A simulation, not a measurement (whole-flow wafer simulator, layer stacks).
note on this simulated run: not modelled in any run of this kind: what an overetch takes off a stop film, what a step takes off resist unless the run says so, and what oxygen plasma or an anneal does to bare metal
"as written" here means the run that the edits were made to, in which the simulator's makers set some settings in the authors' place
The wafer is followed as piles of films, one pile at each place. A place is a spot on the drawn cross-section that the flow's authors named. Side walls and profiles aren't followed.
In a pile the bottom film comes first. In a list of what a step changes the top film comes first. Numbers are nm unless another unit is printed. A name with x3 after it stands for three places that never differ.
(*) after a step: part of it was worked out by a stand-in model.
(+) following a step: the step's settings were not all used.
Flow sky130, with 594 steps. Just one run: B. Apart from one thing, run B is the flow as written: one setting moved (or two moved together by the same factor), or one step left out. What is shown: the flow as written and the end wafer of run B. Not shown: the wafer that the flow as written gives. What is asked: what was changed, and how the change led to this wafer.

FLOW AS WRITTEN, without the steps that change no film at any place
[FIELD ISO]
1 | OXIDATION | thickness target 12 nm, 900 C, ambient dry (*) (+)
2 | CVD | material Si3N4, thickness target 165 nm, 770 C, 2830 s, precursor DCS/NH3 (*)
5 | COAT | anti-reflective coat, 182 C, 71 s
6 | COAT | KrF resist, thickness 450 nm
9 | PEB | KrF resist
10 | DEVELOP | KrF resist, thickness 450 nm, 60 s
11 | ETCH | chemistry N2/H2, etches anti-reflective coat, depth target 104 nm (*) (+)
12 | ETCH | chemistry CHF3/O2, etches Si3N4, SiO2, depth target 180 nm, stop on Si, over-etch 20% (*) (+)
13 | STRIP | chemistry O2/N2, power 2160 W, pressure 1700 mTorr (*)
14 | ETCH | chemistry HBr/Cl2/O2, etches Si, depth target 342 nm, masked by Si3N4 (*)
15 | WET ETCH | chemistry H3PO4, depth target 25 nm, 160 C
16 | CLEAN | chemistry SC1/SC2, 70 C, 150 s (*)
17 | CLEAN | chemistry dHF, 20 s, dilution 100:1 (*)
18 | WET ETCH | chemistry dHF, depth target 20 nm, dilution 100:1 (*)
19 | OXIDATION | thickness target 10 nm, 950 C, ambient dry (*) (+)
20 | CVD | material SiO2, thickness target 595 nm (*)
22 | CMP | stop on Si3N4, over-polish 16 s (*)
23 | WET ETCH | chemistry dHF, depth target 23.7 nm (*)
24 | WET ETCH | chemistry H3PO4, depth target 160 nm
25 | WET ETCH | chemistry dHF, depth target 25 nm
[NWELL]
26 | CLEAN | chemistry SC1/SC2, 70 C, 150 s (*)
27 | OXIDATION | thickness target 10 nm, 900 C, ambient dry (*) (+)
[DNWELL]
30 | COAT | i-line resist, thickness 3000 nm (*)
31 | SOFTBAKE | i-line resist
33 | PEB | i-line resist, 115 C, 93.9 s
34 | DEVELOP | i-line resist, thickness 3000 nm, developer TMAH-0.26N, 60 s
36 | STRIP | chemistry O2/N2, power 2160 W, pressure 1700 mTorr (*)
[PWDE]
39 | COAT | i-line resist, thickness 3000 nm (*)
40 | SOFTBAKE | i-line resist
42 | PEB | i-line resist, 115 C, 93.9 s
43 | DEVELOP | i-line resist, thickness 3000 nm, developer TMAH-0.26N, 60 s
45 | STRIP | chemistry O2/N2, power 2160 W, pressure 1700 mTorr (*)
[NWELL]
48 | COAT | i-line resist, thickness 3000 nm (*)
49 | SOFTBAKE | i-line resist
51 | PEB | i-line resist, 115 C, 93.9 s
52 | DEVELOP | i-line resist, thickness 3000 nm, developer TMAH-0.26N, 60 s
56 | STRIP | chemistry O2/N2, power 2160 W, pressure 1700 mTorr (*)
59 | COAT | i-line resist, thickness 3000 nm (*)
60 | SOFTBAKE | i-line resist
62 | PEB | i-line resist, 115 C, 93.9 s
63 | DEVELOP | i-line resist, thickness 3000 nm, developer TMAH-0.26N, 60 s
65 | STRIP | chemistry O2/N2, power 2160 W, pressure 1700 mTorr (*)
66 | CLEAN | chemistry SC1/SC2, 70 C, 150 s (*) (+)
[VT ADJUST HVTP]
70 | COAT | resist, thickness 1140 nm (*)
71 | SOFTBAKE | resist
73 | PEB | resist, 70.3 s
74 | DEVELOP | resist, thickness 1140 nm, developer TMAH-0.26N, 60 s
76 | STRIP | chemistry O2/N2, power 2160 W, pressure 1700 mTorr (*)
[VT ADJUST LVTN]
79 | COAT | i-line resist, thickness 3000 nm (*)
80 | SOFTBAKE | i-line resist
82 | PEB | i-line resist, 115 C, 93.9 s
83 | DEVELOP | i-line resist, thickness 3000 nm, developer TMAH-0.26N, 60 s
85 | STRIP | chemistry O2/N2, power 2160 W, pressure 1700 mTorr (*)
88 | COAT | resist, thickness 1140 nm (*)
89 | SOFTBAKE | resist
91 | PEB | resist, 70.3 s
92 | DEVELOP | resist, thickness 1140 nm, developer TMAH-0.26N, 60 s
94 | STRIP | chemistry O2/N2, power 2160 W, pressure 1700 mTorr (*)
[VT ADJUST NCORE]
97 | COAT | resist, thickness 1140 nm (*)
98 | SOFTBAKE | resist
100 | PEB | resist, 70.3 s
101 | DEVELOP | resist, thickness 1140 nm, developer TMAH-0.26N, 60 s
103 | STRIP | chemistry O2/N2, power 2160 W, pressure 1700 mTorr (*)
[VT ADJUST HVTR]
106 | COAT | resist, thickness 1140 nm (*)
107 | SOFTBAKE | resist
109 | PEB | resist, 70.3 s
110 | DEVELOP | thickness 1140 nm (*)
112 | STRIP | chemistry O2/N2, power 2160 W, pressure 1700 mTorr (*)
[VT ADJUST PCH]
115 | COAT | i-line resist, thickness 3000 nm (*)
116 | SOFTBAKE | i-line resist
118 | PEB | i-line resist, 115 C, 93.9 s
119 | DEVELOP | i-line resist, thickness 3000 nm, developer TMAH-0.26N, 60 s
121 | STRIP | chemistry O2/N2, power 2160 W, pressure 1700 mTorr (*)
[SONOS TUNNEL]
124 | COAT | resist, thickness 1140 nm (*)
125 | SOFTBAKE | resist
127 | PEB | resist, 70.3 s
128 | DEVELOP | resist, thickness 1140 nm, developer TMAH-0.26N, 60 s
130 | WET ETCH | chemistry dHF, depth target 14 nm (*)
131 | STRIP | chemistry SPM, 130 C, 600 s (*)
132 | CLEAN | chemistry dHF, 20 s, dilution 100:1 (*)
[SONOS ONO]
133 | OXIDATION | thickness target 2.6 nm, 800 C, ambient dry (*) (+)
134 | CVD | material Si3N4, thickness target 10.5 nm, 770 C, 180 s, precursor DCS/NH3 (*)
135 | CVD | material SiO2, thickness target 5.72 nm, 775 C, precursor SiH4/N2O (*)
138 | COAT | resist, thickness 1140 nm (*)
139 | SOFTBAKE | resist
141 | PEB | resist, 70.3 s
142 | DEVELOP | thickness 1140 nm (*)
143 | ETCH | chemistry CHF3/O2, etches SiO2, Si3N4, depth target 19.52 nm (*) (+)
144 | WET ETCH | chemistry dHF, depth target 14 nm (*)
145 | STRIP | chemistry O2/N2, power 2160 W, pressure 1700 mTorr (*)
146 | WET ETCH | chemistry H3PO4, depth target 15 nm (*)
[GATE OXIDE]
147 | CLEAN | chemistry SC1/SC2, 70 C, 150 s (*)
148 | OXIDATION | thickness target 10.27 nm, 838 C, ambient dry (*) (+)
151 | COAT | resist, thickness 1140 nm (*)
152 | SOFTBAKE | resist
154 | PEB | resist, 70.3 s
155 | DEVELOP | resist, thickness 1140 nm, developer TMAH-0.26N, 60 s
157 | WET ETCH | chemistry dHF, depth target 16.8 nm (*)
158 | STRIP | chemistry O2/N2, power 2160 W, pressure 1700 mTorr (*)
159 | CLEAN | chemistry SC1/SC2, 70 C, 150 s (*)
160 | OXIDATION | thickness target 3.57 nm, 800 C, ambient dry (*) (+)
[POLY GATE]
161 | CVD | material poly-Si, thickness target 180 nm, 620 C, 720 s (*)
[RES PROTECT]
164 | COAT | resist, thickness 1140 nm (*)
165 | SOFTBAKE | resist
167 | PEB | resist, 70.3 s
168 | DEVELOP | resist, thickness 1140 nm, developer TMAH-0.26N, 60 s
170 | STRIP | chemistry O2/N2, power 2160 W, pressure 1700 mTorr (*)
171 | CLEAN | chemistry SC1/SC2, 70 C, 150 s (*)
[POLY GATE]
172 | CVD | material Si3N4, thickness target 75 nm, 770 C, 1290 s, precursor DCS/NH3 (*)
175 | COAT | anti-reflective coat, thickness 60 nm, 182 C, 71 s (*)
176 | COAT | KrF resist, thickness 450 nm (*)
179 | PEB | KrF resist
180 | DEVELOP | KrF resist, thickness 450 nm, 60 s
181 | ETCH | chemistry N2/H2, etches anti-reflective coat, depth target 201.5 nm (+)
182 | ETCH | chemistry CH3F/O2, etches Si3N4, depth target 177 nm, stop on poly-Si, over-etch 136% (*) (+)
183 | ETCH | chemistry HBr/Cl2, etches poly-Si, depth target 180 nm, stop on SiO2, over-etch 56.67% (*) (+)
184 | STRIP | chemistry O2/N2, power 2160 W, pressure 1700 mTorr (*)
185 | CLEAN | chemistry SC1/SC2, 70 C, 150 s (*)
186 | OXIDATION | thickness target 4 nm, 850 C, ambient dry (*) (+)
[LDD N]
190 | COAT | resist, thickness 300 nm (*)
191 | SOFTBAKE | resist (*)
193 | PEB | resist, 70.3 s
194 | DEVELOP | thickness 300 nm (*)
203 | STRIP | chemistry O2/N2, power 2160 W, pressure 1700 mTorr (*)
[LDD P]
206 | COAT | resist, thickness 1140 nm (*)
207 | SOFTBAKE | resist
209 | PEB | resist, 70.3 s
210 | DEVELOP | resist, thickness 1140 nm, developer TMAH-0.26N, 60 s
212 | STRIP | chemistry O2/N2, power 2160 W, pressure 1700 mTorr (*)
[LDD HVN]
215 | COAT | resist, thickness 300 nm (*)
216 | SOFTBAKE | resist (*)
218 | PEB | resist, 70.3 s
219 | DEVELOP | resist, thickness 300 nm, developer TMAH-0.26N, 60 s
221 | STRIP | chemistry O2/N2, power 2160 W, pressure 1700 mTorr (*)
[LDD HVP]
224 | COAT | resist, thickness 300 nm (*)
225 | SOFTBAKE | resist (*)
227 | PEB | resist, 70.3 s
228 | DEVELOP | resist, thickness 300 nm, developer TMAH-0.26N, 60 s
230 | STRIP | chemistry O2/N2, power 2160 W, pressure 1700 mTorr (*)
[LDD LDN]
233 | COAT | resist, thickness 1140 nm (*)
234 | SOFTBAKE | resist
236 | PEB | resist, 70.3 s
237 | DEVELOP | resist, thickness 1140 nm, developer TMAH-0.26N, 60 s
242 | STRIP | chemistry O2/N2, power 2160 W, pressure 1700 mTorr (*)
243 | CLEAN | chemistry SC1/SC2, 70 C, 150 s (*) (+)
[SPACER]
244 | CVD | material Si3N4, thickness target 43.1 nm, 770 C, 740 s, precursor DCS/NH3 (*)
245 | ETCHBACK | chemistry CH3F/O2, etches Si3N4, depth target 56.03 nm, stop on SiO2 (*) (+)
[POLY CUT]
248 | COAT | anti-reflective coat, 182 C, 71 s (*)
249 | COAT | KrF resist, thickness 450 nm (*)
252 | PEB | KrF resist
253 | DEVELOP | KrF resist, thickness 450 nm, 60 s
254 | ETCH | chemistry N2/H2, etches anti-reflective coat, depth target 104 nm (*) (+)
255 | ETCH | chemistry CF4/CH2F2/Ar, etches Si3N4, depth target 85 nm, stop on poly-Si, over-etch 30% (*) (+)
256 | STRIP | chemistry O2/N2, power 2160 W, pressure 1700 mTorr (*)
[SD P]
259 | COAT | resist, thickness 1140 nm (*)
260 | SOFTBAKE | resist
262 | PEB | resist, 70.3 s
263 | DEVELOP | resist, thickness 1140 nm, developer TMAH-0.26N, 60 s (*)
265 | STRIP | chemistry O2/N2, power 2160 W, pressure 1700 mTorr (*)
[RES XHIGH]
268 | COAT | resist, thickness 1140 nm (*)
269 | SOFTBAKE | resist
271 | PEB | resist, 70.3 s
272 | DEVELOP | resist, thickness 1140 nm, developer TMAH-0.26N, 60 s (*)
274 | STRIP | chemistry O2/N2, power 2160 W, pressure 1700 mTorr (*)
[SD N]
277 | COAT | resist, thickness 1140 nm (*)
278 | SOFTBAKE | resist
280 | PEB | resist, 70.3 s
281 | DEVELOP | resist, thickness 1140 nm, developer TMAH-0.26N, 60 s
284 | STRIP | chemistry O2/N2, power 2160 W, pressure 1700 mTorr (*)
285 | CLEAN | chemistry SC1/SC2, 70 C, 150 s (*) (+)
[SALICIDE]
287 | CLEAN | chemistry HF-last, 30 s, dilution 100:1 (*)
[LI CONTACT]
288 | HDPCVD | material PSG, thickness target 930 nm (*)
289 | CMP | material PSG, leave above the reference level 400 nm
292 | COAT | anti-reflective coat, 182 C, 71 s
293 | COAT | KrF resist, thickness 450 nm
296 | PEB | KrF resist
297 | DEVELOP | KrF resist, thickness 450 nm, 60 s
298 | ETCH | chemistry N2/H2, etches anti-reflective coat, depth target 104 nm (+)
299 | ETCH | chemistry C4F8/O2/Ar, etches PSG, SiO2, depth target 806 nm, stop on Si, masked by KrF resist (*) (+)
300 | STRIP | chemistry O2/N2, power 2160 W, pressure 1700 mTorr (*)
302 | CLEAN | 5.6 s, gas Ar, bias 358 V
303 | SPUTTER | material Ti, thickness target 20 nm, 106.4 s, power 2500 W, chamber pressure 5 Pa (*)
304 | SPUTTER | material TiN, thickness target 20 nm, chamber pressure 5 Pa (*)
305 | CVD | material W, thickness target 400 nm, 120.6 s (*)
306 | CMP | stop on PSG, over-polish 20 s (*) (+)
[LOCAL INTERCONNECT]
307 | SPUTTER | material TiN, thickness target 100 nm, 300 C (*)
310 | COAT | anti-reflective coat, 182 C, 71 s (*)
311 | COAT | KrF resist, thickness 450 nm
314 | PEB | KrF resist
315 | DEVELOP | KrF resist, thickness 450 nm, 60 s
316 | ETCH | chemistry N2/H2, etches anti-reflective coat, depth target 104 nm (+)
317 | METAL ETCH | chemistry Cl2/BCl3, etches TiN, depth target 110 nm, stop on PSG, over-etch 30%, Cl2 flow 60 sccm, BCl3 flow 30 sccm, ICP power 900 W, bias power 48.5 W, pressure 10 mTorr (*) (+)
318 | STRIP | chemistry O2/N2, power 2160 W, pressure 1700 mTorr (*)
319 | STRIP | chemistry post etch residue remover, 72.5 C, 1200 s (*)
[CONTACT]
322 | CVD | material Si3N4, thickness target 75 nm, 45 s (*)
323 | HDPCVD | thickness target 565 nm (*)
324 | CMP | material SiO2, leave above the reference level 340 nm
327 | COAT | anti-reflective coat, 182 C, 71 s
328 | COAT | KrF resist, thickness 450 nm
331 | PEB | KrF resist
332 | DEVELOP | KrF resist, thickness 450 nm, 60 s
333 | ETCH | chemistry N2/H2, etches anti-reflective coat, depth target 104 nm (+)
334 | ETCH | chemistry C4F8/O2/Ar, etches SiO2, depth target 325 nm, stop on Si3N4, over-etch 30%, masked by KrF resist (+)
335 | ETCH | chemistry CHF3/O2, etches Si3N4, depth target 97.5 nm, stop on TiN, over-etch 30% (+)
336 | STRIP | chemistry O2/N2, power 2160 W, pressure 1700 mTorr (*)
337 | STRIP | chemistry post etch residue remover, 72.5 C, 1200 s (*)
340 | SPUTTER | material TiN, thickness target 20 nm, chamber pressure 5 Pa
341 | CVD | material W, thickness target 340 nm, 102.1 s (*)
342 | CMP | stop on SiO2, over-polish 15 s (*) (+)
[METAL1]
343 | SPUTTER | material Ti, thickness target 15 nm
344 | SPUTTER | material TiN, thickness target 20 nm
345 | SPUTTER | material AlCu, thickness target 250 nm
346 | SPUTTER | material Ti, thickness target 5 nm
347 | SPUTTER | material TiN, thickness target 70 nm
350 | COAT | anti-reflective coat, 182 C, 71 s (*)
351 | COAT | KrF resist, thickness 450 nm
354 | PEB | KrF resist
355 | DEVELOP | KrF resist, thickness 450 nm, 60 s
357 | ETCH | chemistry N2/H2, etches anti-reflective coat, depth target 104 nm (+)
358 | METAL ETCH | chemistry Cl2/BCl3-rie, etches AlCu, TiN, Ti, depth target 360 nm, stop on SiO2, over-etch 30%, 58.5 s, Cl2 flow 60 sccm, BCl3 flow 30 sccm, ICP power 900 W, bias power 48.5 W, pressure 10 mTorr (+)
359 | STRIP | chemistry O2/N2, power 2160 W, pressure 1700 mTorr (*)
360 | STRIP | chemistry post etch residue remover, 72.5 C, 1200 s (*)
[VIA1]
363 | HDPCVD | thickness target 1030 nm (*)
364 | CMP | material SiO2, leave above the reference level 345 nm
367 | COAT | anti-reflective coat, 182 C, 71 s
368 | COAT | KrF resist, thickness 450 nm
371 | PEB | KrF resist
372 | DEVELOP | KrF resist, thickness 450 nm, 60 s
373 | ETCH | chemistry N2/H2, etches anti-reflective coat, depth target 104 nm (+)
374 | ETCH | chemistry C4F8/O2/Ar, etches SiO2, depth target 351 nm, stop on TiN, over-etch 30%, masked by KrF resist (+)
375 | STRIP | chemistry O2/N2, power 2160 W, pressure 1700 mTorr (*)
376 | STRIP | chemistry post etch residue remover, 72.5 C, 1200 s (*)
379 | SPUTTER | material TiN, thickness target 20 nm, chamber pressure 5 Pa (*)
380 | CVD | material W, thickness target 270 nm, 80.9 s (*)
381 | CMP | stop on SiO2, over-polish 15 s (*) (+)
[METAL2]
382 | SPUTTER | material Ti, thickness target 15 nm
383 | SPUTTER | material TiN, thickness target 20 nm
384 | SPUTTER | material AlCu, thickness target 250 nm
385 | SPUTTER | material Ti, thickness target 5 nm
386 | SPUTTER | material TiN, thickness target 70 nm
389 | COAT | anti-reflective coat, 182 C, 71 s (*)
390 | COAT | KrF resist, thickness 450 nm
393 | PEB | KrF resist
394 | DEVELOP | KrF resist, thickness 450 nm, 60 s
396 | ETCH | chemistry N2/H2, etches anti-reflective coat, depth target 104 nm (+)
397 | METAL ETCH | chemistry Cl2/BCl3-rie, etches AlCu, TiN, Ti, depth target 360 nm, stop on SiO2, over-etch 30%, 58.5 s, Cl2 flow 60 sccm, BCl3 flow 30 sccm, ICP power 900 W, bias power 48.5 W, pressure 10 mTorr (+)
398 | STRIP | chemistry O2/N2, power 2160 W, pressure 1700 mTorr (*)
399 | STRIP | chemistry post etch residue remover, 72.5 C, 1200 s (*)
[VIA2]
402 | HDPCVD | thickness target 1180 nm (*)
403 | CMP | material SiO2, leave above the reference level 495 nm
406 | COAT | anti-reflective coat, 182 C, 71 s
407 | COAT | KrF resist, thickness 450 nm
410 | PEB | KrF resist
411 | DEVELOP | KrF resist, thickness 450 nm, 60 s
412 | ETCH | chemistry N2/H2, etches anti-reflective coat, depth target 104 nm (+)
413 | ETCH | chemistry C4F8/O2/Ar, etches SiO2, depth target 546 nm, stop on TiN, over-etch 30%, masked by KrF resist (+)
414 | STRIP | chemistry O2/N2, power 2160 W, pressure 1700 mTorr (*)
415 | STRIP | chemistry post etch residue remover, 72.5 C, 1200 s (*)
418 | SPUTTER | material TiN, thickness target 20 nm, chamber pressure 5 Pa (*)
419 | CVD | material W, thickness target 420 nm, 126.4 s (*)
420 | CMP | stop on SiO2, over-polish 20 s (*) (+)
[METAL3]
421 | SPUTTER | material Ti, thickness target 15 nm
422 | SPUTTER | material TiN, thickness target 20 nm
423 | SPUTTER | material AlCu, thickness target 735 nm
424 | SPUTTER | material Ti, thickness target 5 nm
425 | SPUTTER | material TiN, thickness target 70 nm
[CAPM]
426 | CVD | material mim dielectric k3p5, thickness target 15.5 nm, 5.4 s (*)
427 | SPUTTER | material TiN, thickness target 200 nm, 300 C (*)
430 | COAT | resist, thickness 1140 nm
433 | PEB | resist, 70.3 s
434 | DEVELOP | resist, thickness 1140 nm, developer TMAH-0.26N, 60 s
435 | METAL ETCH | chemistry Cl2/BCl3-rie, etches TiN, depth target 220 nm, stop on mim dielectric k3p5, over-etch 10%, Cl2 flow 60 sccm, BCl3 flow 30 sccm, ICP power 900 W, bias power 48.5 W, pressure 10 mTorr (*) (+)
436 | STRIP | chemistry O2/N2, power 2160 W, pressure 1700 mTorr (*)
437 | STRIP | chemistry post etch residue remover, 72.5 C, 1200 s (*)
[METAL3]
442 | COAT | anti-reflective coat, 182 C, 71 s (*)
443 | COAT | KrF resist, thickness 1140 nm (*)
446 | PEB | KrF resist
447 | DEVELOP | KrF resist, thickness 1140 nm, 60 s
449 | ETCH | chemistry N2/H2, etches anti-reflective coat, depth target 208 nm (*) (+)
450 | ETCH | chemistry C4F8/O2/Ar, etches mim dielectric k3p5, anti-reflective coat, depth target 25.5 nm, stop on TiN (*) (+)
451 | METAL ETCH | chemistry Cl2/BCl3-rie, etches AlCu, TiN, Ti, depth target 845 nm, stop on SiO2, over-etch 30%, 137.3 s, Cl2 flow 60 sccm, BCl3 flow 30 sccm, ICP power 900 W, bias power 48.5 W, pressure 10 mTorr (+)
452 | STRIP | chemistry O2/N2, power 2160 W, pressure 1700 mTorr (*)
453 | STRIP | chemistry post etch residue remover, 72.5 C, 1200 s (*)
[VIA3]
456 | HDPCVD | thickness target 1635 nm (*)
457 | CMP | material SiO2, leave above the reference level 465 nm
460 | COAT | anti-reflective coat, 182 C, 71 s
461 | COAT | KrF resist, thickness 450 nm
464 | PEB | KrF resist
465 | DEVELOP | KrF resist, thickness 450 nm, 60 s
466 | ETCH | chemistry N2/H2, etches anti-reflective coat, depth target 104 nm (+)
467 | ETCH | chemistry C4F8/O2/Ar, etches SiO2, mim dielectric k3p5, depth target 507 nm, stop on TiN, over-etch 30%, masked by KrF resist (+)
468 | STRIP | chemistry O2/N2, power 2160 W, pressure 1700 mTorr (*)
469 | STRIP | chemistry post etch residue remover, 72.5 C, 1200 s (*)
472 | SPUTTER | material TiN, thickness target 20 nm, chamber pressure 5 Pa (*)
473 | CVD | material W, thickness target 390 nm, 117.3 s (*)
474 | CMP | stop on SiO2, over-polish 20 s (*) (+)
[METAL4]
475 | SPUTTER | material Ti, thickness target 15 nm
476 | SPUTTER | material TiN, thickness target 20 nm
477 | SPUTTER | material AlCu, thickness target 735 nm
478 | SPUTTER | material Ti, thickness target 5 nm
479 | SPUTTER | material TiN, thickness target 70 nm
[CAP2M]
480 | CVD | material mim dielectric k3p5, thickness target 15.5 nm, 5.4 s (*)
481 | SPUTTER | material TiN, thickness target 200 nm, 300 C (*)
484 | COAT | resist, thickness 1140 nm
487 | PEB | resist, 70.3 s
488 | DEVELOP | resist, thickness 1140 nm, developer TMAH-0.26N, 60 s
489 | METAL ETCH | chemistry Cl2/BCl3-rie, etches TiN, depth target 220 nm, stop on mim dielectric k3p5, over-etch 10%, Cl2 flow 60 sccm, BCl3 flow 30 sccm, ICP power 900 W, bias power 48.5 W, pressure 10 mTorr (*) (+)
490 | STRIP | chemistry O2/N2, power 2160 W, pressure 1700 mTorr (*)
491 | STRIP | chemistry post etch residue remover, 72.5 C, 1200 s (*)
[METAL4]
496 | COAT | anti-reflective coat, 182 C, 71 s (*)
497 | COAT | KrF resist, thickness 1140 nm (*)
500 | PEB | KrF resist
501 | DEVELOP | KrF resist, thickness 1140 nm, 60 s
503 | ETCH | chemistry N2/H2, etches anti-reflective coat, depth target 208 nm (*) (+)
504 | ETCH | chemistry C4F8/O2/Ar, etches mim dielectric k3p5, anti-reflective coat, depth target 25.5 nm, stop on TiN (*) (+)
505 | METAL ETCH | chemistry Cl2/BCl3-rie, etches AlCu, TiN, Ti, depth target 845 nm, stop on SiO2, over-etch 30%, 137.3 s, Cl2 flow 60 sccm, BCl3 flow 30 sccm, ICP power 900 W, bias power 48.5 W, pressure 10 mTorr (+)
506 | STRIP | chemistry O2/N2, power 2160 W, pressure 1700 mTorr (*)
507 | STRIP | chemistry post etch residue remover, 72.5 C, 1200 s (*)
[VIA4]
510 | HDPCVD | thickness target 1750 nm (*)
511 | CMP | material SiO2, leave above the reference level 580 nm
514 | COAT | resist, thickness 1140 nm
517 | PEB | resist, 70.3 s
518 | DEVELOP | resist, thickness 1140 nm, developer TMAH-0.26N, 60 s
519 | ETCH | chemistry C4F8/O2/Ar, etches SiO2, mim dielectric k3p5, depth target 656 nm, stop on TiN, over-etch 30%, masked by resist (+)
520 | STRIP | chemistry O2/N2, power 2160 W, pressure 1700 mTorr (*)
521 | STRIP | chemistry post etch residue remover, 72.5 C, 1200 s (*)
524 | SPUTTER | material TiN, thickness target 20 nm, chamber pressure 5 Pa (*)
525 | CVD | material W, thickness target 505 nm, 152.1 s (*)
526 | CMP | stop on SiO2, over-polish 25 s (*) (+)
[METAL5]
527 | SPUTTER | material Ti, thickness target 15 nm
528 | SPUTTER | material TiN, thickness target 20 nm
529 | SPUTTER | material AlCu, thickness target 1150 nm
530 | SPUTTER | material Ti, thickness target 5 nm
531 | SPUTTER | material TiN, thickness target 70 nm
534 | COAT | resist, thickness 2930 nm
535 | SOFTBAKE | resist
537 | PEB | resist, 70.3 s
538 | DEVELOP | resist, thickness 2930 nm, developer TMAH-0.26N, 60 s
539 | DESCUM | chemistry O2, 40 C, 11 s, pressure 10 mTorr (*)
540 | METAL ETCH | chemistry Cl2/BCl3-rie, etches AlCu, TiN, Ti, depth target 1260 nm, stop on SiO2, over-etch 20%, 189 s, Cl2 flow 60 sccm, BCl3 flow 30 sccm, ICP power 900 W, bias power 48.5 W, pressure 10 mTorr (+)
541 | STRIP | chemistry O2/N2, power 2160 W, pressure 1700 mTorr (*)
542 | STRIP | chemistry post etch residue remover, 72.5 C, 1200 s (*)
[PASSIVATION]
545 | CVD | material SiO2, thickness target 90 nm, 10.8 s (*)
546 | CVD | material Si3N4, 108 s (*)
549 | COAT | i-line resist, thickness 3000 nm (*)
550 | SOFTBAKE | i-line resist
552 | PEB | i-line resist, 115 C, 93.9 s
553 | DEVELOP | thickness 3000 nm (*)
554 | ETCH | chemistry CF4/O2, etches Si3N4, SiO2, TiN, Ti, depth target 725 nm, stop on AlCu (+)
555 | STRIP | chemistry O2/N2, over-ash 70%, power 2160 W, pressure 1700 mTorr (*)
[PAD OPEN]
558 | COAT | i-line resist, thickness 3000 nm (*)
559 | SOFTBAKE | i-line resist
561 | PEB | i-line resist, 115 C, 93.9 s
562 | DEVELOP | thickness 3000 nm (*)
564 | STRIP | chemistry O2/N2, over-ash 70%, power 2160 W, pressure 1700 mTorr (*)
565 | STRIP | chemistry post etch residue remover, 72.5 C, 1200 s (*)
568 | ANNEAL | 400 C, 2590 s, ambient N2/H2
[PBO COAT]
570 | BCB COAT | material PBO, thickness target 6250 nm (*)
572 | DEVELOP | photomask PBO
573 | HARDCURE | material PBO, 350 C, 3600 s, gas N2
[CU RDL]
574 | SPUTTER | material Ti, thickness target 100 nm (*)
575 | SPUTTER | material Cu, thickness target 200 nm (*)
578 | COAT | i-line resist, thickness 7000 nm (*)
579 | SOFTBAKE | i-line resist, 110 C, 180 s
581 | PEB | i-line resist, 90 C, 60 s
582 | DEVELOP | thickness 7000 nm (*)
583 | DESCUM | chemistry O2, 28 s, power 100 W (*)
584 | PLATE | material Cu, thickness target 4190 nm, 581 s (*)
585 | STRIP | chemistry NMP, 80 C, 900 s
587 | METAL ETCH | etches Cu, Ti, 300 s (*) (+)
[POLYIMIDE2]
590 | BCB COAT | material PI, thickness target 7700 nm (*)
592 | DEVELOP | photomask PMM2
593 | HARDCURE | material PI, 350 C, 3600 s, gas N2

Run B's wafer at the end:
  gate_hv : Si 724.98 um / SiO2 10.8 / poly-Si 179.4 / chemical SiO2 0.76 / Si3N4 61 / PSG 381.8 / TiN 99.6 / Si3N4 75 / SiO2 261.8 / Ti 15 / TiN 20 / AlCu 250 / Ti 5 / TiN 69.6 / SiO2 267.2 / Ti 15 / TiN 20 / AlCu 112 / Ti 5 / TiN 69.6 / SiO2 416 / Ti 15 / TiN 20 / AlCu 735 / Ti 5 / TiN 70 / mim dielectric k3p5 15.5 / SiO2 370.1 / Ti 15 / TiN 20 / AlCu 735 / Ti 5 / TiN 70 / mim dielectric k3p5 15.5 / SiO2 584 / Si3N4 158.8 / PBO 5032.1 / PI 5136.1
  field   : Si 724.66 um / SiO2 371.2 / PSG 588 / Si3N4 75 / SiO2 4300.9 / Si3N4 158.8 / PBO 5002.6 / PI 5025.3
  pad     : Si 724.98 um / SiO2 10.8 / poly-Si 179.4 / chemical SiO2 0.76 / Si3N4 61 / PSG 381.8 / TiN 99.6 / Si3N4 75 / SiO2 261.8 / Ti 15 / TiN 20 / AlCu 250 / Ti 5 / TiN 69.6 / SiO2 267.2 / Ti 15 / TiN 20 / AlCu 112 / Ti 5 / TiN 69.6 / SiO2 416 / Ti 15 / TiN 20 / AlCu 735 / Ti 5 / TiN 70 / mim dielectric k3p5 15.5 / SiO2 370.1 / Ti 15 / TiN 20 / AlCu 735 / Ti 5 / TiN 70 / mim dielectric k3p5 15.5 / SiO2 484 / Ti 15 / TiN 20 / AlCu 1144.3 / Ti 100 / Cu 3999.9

What caused this: step 384, SPUTTER: thickness target 112 nm was run, whereas the flow has thickness target 250 nm.
The wafer lets one read it off: gate_hv has AlCu 112, and step 384 as written asks for 250 nm.

Step by step, how the change led to this:
  384 | SPUTTER | material AlCu, thickness target 250 nm
      field, active, n_well and 188 more: AlCu gains 112 (new film) (in the flow as written it would be: AlCu gains 250 (new film))
  397 | METAL ETCH | chemistry Cl2/BCl3-rie, etches AlCu, TiN, Ti, depth target 360 nm, stop on SiO2, over-etch 30%, 58.5 s, Cl2 flow 60 sccm, BCl3 flow 30 sccm, ICP power 900 W, bias power 48.5 W, pressure 10 mTorr (+)
      field, active, gate and 82 more: TiN loses 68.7 (all of it), Ti loses 5 (all of it), AlCu loses 112 (all of it), TiN loses 20 (all of it), Ti loses 15 (all of it), SiO2 loses 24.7 (in the flow as written it would be: TiN loses 68.7 (all of it), Ti loses 5 (all of it), AlCu loses 250 (all of it), TiN loses 20 (all of it), Ti loses 15 (all of it), SiO2 loses 10.9)
  403 | CMP | material SiO2, leave above the reference level 495 nm
      field, active, gate and 82 more: SiO2 loses 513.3 (in the flow as written it would be: SiO2 loses 389.1)
